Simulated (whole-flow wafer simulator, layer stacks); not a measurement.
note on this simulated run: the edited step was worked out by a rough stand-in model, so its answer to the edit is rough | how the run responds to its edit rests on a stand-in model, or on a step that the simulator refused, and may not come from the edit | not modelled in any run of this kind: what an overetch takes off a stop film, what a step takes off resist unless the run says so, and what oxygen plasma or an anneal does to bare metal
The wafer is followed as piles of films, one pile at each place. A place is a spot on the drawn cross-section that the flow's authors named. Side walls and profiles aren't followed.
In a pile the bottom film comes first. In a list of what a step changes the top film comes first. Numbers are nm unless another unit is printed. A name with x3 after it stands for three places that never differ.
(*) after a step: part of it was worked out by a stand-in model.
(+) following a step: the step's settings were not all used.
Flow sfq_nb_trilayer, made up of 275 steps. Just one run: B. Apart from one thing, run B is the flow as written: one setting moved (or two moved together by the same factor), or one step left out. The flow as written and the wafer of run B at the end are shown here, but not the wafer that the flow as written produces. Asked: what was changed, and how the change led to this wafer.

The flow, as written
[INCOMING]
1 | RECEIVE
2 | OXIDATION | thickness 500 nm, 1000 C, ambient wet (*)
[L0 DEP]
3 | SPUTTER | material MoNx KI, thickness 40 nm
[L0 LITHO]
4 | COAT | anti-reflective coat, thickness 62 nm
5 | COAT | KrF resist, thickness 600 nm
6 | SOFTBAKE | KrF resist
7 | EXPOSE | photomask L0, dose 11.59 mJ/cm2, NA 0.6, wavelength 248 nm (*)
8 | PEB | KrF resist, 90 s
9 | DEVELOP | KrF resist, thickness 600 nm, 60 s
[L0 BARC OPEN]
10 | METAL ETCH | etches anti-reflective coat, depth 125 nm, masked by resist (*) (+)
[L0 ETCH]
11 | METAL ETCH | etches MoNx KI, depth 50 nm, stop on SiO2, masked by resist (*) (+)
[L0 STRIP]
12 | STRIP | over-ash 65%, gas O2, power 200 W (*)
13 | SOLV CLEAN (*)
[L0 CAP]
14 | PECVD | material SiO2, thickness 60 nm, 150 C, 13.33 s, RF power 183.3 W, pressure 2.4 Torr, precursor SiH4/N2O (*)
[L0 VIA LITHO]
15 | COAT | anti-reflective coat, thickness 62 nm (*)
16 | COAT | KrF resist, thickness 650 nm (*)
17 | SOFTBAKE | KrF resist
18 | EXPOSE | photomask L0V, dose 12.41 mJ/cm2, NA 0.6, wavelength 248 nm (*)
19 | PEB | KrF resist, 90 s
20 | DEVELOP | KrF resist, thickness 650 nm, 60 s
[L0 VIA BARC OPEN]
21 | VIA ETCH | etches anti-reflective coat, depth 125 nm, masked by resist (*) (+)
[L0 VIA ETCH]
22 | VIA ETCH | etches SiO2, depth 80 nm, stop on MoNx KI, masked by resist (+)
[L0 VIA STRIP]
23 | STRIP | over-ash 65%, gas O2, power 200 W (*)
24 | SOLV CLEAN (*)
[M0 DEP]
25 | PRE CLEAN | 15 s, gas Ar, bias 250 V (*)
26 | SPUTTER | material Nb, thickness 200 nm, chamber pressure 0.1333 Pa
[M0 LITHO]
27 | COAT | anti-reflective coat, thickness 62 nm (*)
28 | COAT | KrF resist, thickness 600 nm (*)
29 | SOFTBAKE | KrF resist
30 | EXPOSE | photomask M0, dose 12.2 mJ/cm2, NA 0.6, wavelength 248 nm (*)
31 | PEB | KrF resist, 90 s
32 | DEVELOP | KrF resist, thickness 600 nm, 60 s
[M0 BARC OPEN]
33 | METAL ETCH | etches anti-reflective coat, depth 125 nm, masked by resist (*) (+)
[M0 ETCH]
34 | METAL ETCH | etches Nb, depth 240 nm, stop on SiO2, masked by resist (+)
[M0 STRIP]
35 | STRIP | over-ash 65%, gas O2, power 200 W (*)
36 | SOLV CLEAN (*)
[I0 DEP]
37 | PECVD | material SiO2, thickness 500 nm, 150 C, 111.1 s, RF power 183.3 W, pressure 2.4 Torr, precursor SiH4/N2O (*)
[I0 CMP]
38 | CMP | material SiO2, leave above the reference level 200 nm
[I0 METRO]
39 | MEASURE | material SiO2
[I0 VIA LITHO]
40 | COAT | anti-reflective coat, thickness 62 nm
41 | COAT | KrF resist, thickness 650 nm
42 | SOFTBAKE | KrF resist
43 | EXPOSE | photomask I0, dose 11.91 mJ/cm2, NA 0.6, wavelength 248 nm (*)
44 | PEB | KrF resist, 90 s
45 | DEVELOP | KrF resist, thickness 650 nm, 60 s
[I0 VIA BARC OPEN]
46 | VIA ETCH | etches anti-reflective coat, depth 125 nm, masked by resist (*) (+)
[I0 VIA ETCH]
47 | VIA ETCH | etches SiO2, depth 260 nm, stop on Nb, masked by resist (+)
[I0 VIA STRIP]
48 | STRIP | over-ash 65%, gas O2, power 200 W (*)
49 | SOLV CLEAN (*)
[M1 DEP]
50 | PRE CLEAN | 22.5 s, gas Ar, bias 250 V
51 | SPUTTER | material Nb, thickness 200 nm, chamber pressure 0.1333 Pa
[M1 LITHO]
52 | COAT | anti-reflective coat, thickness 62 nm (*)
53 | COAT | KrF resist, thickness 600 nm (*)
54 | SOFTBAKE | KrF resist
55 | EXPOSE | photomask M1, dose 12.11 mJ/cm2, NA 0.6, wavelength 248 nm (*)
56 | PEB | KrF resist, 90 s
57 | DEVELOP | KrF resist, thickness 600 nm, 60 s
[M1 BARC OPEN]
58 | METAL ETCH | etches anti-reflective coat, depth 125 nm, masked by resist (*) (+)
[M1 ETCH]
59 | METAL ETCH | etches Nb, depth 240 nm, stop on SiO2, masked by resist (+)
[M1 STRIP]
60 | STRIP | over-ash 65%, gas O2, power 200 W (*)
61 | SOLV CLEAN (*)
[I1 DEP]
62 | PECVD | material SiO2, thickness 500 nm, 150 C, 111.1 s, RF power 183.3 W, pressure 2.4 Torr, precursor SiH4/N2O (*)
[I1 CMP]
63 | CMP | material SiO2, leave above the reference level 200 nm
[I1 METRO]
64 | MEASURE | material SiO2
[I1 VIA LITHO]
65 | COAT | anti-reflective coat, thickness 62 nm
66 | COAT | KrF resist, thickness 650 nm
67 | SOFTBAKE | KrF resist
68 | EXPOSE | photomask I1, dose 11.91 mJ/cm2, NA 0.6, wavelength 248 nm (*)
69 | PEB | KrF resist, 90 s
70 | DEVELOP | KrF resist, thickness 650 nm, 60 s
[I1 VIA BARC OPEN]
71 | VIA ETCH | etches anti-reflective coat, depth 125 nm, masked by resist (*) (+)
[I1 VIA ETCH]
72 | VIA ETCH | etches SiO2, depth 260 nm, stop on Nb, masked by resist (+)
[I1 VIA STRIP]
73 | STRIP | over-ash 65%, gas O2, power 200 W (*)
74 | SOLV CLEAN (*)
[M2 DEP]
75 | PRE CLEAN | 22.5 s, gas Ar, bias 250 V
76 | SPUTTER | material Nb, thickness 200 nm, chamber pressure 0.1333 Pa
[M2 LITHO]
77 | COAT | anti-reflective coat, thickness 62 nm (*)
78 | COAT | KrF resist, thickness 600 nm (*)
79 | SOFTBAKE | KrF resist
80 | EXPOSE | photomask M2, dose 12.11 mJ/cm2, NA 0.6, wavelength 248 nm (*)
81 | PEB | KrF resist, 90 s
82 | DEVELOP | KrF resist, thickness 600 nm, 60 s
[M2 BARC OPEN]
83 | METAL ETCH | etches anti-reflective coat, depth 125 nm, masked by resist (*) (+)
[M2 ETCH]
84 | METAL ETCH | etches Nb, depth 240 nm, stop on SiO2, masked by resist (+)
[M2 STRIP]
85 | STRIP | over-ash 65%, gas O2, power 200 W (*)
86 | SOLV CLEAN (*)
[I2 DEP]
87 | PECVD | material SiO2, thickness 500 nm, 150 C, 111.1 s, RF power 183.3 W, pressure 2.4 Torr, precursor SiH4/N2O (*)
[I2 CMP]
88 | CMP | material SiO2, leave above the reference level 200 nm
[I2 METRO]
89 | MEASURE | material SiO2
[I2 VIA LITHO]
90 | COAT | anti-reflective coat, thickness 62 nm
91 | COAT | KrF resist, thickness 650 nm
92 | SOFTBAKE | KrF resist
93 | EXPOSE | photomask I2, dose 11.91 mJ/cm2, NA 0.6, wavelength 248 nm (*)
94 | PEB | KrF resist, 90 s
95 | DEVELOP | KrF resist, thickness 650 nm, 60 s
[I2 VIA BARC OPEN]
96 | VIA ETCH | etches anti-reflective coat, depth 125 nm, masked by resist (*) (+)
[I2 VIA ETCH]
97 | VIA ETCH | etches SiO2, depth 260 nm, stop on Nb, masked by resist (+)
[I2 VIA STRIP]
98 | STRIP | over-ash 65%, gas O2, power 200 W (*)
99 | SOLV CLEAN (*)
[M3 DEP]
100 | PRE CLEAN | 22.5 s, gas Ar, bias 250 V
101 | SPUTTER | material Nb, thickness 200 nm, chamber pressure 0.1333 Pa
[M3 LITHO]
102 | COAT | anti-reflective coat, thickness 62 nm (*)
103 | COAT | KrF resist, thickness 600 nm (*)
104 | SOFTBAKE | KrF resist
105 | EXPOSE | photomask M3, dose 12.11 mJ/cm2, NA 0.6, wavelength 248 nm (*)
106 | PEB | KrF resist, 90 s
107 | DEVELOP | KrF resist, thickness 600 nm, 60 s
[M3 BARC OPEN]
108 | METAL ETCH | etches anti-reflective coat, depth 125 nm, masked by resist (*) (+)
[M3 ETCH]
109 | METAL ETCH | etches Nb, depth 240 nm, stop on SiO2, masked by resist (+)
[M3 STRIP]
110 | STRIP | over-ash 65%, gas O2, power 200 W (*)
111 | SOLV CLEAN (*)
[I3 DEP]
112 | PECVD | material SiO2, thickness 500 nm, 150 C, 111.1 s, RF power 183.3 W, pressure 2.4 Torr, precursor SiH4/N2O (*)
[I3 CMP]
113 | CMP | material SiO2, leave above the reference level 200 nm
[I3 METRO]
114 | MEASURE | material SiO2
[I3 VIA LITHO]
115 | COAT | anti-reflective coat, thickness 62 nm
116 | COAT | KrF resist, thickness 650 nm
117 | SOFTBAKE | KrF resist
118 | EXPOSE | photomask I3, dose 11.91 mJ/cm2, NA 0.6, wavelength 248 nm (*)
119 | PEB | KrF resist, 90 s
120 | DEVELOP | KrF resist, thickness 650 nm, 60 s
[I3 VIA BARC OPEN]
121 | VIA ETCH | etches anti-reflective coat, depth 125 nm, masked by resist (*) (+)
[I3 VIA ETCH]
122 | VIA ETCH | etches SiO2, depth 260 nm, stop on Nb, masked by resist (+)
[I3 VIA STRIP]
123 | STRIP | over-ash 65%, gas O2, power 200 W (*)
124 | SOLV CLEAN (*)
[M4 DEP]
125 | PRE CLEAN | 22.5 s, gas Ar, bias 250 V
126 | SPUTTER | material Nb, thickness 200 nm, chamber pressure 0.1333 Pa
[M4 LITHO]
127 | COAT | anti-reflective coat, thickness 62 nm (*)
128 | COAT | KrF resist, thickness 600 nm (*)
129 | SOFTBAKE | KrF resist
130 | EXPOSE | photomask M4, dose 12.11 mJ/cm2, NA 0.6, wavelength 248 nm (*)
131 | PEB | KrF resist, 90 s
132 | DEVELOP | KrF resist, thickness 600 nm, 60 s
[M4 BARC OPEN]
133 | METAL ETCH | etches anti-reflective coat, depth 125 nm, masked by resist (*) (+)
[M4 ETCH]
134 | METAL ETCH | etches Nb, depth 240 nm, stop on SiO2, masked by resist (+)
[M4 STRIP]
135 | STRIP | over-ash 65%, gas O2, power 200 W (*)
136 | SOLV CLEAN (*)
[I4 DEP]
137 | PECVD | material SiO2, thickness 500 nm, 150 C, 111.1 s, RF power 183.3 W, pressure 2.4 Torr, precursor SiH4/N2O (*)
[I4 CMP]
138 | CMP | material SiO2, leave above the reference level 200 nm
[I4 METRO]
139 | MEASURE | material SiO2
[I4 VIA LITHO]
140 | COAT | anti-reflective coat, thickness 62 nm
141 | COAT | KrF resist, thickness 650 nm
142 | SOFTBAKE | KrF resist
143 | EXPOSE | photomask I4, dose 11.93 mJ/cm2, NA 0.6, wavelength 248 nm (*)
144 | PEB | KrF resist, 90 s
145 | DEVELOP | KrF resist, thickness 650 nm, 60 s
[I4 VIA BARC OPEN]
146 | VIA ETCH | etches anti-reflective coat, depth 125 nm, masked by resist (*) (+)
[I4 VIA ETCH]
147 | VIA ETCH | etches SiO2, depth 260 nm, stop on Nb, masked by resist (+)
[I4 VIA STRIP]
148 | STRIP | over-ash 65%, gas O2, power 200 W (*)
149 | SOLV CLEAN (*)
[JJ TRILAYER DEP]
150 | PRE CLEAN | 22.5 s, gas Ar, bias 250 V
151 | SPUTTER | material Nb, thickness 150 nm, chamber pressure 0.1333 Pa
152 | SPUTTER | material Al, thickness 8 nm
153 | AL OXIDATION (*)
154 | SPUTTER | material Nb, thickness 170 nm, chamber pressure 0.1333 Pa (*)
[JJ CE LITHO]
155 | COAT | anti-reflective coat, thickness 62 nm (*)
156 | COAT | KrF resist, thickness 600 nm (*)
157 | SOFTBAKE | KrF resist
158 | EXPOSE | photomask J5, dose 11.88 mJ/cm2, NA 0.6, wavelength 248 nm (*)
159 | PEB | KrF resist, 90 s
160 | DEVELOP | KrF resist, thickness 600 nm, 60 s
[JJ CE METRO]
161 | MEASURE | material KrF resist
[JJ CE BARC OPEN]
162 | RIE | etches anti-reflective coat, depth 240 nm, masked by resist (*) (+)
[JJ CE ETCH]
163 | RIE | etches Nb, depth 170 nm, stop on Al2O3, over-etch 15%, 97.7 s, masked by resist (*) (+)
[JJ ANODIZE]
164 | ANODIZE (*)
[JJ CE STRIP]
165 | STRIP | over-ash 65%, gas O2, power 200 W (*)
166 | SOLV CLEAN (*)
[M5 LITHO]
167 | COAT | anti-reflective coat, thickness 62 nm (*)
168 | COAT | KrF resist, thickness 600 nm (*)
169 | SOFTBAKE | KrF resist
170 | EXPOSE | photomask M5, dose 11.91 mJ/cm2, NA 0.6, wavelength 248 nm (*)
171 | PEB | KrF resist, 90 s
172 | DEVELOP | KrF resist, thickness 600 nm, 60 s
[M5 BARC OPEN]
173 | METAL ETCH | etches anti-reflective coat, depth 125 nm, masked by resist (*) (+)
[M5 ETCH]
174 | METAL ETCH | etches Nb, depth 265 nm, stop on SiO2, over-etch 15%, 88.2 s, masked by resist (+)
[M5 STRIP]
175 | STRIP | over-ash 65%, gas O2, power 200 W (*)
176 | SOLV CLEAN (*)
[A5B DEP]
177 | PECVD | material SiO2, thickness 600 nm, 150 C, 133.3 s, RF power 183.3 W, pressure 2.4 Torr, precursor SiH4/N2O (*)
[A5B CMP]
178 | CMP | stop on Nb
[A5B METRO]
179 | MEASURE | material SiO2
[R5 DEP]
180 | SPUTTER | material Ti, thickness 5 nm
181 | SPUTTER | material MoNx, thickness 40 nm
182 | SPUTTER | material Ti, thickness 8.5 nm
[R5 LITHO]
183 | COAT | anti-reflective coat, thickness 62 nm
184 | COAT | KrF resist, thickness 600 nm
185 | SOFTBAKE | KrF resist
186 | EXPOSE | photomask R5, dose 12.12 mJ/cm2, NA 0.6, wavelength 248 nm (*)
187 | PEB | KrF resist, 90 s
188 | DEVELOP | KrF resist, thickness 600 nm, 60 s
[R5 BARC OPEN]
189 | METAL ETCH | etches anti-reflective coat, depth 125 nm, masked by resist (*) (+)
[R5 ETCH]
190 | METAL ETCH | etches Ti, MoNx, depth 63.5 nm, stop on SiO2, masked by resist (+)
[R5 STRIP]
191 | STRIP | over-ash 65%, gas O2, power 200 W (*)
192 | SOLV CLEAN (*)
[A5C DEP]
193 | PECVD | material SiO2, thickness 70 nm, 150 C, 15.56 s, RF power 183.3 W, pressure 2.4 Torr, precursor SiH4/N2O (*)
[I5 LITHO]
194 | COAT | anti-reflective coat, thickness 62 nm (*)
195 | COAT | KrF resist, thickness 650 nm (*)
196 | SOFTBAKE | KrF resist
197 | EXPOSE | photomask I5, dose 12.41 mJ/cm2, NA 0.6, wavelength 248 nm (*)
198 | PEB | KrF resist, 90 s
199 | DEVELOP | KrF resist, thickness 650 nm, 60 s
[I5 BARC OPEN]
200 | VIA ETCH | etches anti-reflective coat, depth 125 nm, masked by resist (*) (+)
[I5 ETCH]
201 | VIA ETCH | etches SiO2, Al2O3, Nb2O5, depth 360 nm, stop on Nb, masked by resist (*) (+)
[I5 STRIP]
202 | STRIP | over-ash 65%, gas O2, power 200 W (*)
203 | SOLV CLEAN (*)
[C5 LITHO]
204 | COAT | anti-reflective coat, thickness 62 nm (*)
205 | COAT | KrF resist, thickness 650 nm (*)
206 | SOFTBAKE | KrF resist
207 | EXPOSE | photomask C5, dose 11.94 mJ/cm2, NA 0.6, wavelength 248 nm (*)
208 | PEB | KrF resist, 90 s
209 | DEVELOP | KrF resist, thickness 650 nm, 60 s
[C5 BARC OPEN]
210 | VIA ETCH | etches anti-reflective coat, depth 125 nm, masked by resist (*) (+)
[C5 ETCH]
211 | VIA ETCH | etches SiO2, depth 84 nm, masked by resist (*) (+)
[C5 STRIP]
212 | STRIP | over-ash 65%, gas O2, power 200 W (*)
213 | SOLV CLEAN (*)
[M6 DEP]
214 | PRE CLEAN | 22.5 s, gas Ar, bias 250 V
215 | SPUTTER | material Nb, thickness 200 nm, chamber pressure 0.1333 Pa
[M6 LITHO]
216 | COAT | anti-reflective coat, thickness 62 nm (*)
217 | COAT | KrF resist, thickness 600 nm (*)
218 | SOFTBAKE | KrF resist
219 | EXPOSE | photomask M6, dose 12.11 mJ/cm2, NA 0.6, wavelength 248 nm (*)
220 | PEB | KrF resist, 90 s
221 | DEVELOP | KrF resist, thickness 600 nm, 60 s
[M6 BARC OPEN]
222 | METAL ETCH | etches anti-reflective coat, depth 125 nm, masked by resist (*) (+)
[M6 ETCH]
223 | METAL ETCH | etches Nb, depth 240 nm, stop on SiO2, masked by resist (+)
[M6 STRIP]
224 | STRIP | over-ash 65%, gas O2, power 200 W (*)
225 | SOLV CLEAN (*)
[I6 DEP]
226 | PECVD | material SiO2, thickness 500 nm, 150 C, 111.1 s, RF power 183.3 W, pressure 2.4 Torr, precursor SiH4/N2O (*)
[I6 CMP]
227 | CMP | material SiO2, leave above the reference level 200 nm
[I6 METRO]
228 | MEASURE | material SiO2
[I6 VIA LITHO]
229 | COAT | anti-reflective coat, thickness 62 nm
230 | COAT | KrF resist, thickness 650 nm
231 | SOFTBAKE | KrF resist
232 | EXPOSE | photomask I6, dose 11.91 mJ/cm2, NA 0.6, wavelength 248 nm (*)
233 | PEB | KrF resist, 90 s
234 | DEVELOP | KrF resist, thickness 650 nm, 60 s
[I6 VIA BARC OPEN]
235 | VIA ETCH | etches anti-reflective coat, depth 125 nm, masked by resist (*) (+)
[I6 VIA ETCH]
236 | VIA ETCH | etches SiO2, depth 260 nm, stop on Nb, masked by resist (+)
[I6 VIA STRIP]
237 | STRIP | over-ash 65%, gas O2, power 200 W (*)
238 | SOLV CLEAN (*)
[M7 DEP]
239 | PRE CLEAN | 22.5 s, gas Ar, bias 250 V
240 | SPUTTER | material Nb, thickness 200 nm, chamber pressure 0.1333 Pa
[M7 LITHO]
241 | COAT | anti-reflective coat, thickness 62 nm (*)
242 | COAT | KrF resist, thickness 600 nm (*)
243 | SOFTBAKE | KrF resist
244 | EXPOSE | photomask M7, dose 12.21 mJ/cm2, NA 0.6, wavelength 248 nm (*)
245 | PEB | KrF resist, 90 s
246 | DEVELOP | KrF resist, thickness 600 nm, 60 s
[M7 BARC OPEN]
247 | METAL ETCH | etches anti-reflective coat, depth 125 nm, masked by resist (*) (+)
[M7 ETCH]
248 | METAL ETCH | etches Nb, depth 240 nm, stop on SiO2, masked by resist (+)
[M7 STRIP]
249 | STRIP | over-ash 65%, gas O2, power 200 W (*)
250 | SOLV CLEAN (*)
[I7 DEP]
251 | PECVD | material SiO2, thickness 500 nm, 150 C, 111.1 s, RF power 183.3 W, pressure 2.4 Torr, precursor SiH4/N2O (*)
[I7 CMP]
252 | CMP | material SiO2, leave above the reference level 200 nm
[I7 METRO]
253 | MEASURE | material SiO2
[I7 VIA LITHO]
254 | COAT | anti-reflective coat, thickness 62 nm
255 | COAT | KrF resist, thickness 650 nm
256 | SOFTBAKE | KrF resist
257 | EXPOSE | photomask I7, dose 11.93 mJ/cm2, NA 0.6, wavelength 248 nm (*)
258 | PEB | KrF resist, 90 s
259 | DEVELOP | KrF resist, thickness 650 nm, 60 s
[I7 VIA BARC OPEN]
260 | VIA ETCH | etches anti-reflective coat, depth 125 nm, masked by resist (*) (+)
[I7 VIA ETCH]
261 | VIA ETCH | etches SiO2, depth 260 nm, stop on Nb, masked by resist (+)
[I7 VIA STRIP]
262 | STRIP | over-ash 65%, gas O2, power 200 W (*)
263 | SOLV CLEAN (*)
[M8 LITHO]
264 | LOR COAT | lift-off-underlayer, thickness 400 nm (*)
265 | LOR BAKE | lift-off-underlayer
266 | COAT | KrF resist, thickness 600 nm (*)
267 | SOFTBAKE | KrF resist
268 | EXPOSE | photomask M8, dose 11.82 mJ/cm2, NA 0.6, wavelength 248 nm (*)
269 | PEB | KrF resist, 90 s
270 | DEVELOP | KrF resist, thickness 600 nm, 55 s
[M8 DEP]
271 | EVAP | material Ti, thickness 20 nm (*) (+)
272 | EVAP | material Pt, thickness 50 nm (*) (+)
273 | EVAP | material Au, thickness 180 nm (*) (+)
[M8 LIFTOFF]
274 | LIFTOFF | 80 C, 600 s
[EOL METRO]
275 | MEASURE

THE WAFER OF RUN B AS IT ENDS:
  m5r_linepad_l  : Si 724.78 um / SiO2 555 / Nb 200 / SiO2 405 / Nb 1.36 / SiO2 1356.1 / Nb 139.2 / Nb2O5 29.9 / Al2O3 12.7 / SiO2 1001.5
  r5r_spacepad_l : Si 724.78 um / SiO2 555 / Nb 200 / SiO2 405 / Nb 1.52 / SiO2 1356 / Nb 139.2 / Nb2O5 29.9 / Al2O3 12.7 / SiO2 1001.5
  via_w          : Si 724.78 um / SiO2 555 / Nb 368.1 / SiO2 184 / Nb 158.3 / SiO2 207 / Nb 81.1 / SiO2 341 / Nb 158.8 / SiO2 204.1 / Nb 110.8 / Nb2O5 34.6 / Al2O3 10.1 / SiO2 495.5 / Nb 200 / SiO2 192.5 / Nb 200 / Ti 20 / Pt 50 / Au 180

What caused this: step 62, PECVD: thickness 220 nm was run, whereas the flow has thickness 500 nm; step 62, PECVD: 48.89 s was run, where the flow has 111.1 s.

Step by step, how the change led to this:
  62 | PECVD | material SiO2, thickness 500 nm, 150 C, 111.1 s, RF power 183.3 W, pressure 2.4 Torr, precursor SiH4/N2O (*)
      field_l, be, be_sur and 72 more: SiO2 gains 220 (it would be, as written: SiO2 gains 500)
      v_sur, via_wl, via_wr and 20 more: SiO2 gains 220 (new film) (it would be, as written: SiO2 gains 500 (new film))
      (and at 8 other places as well)
  63 | CMP | material SiO2, leave above the reference level 200 nm
      field_l, be, be_sur and 72 more: nothing (it would be, as written: SiO2 loses 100)
      lsp_m, ln_m6, lsp_r, l0_sur, l0v: nothing (it would be, as written: SiO2 loses 94.9)
      (and at 26 other places as well)
  65 | COAT | anti-reflective coat, thickness 62 nm
      gap, jj_sur, be_r and 6 more: anti-reflective coat gains 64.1 (new film) (it would be, as written: anti-reflective coat gains 62 (new film))
      m0r_space_l, m0r_space_r, m6r_space_l, m6r_space_r, m7r_space_l, m7r_space_r: anti-reflective coat gains 81.3 (new film) (it would be, as written: anti-reflective coat gains 62 (new film))
      (and at 76 other places as well)
  66 | COAT | KrF resist, thickness 650 nm
      m0r_line_l, m0r_line_r, m6r_line_l, m6r_line_r, m7r_line_l, m7r_line_r: KrF resist gains 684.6 (new film) (it would be, as written: KrF resist gains 650 (new film))
      m0r_space_l, m0r_space_r, m6r_space_l, m6r_space_r, m7r_space_l, m7r_space_r: KrF resist gains 673.9 (new film) (it would be, as written: KrF resist gains 650 (new film))
      (and at 60 other places as well)
  70 | DEVELOP | KrF resist, thickness 650 nm, 60 s
      via_v: KrF resist loses 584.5 (all of it) (it would be, as written: KrF resist loses 648.6 (all of it))
  71 | VIA ETCH | etches anti-reflective coat, depth 125 nm, masked by resist (*) (+)
      field_l, v_sur, via_wl and 102 more: KrF resist loses 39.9 (it would be, as written: KrF resist loses 51.7)
      via_v: anti-reflective coat loses 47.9 (all of it), SiO2 loses 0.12 (it would be, as written: anti-reflective coat loses 62 (all of it), SiO2 loses 0.16)
  73 | STRIP | over-ash 65%, gas O2, power 200 W (*)
      m0r_line_l, m0r_line_r, m6r_line_l, m6r_line_r, m7r_line_l, m7r_line_r: KrF resist loses 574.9 (all of it), anti-reflective coat loses 61.8 (all of it) (it would be, as written: KrF resist loses 528.6 (all of it), anti-reflective coat loses 62 (all of it))
      m0r_space_l, m0r_space_r, m6r_space_l, m6r_space_r, m7r_space_l, m7r_space_r: KrF resist loses 564.3 (all of it), anti-reflective coat loses 81.3 (all of it) (it would be, as written: KrF resist loses 528.6 (all of it), anti-reflective coat loses 62 (all of it))
      (and at 93 other places as well)
  76 | SPUTTER | material Nb, thickness 200 nm, chamber pressure 0.1333 Pa
      lsp_m, ln_m6, lsp_r, l0_sur, l0v: Nb gains 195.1 (new film) (it would be, as written: Nb gains 200 (new film))
      be, lsp_l: Nb gains 183.6 (new film) (it would be, as written: Nb gains 200 (new film))
      (and at 1 other place as well)
  77 | COAT | anti-reflective coat, thickness 62 nm (*)
      p3_s1, p3_s3, p3_l4, p3_s4: anti-reflective coat gains 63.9 (new film) (it would be, as written: anti-reflective coat gains 62 (new film))
      wl_a_sr, wl_b_sl, wl_b_m5, wl_b_sr: anti-reflective coat gains 58.3 (new film) (it would be, as written: anti-reflective coat gains 62 (new film))
      (and at 81 other places as well)
  78 | COAT | KrF resist, thickness 600 nm (*)
      m0r_space_r, m5r_space_l, m5r_space_r, m6r_space_r, m7r_space_r: KrF resist gains 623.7 (new film) (it would be, as written: KrF resist gains 600 (new film))
      m0r_line_l, m6r_line_l, m7r_line_l: KrF resist gains 632.5 (new film) (it would be, as written: KrF resist gains 600 (new film))
      (and at 67 other places as well)
  82 | DEVELOP | KrF resist, thickness 600 nm, 60 s
      m0r_space_r, m5r_space_l, m5r_space_r, m6r_space_r, m7r_space_r: KrF resist loses 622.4 (all of it) (it would be, as written: KrF resist loses 598.7 (all of it))
      m0r_line_l, m6r_line_l, m7r_line_l: KrF resist loses 631.1 (all of it) (it would be, as written: KrF resist loses 598.7 (all of it))
      (and at 45 other places as well)
  83 | METAL ETCH | etches anti-reflective coat, depth 125 nm, masked by resist (*) (+)
      m5r_linepad_l, m5r_linepad_r, r5r_spacepad_l, r5r_spacepad_r, m8r_pad_l, m8r_pad_r: anti-reflective coat loses 125 (it would be, as written: anti-reflective coat loses 62 (all of it))
      v_sur, via_wl, via_w and 19 more: KrF resist loses 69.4 (it would be, as written: KrF resist loses 51.7)
      (and at 61 other places as well)
  84 | METAL ETCH | etches Nb, depth 240 nm, stop on SiO2, masked by resist (+)
      m5r_linepad_l, m5r_linepad_r: anti-reflective coat loses 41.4 (all of it), Nb loses 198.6 (it would be, as written: Nb loses 200 (all of it))
      r5r_spacepad_l, r5r_spacepad_r: anti-reflective coat loses 41.5 (all of it), Nb loses 198.5 (it would be, as written: Nb loses 200 (all of it))
      (and at 9 other places as well)
  85 | STRIP | over-ash 65%, gas O2, power 200 W (*)
      wl_a_sr, wl_b_m5: KrF resist loses 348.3 (all of it), anti-reflective coat loses 58.3 (all of it) (it would be, as written: KrF resist loses 382.4 (all of it), anti-reflective coat loses 62 (all of it))
      v_sur: KrF resist loses 271.3 (all of it), anti-reflective coat loses 38.5 (all of it) (it would be, as written: KrF resist loses 380 (all of it), anti-reflective coat loses 61.4 (all of it))
      (and at 19 other places as well)
  87 | PECVD | material SiO2, thickness 500 nm, 150 C, 111.1 s, RF power 183.3 W, pressure 2.4 Torr, precursor SiH4/N2O (*)
      m5r_linepad_l, m5r_linepad_r, r5r_spacepad_l, r5r_spacepad_r: SiO2 gains 500 (new film) (it would be, as written: SiO2 gains 500)
      wl_d_sl, wl_d_sr: SiO2 gains 537.1 (it would be, as written: SiO2 gains 500)
      (and at 1 other place as well)
  88 | CMP | material SiO2, leave above the reference level 200 nm
      field_l, be, be_sur and 79 more: nothing (it would be, as written: SiO2 loses 100)
      via_w: SiO2 loses 157.1 (it would be, as written: SiO2 loses 300)
  ... 42 other steps ...
  178 | CMP | stop on Nb
      via_w: SiO2 loses 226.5 (it would be, as written: SiO2 loses 235.2)
With metal films that touch counted as one body, m5r_linepad_l has 3 bodies (between them, from the top down: SiO2 1356.1; SiO2 405); the flow as written gives 2 bodies (between them, from the top down: SiO2 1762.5).
With metal films that touch counted as one body, r5r_spacepad_l has 3 bodies (between them, from the top down: SiO2 1356; SiO2 405); the flow as written gives 2 bodies (between them, from the top down: SiO2 1762.5).
With metal films that touch counted as one body, via_w has 7 bodies (between them, from the top down: SiO2 192.5; SiO2 495.5 / Al2O3 10.1 / Nb2O5 34.6; SiO2 204.1; SiO2 341; SiO2 207; SiO2 184); the flow as written gives 5 bodies (between them, from the top down: SiO2 192.5; SiO2 427.3 / Al2O3 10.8 / Nb2O5 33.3; SiO2 425.9; SiO2 416.9).
